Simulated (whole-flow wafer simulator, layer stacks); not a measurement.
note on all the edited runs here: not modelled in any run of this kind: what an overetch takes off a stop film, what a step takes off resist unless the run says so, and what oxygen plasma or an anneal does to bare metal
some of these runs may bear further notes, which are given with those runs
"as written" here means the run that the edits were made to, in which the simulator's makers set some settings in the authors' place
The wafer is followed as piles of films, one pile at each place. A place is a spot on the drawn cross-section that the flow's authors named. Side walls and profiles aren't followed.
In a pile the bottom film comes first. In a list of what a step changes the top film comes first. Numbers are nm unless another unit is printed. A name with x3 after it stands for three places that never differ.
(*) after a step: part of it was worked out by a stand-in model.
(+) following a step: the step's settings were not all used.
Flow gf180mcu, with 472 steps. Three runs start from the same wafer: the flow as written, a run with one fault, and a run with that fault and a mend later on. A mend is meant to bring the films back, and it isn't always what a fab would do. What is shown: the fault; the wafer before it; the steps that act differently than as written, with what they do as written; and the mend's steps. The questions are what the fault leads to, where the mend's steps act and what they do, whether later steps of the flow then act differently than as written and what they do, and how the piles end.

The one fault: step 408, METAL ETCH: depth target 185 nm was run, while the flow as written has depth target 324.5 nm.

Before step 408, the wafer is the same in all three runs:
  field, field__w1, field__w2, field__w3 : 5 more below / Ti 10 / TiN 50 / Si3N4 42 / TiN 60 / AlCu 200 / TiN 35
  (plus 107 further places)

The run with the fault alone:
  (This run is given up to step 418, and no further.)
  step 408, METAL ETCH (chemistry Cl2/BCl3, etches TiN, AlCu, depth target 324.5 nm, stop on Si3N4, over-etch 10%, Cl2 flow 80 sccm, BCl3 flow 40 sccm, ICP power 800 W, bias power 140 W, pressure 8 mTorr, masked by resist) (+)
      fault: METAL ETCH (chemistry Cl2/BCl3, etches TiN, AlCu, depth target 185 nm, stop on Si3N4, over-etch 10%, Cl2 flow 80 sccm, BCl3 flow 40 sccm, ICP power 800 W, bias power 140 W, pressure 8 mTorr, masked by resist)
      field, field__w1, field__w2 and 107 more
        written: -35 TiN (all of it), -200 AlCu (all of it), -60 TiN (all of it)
        fault: -35 TiN (all of it), -150 AlCu
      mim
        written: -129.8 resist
        fault: -74 resist
  Steps later in the flow that act otherwise than as written:
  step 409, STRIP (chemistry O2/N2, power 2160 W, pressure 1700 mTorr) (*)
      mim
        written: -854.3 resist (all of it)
        fault: -910.1 resist (all of it)
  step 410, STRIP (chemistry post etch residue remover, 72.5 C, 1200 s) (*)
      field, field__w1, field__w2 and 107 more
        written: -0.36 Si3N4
        fault: -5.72 AlCu
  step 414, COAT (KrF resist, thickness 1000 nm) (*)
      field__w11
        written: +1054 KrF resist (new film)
        fault: +1032.5 KrF resist (new film)
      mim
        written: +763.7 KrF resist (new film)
        fault: +844.9 KrF resist (new film)
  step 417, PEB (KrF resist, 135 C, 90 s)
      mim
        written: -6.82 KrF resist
        fault: -8.11 KrF resist
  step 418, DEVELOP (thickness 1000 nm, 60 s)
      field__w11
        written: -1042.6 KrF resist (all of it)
        fault: -1021.6 KrF resist (all of it)
  The piles after step 418 differ from the flow's at field, field__w1, field__w2 and 109 more by more than 2% or 0.5 nm, whichever is larger.
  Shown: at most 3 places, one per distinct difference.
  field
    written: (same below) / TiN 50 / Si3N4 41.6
    fault: (same below) / TiN 50 / Si3N4 42 / TiN 60 / AlCu 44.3
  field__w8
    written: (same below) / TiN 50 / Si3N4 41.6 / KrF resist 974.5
    fault: (same below) / TiN 50 / Si3N4 42 / TiN 60 / AlCu 44.3 / KrF resist 974.5
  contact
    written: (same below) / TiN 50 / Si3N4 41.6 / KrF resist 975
    fault: (same below) / TiN 50 / Si3N4 42 / TiN 60 / AlCu 44.3 / KrF resist 974.8

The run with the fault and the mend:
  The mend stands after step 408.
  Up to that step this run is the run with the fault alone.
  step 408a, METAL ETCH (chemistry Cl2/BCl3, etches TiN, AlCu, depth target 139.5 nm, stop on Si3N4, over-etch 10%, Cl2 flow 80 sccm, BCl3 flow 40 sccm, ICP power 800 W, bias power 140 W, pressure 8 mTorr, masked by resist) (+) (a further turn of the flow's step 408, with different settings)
      field, field__w1, field__w2 and 107 more
        -50 AlCu (all of it), -60 TiN (all of it)
      mim
        -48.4 resist
  None of the later steps of the flow differs from how it acts as written, at any place that is followed, by more than 2% or 0.5 nm, whichever is larger.
  By the end, the piles equal the flow's at every place that both follow.
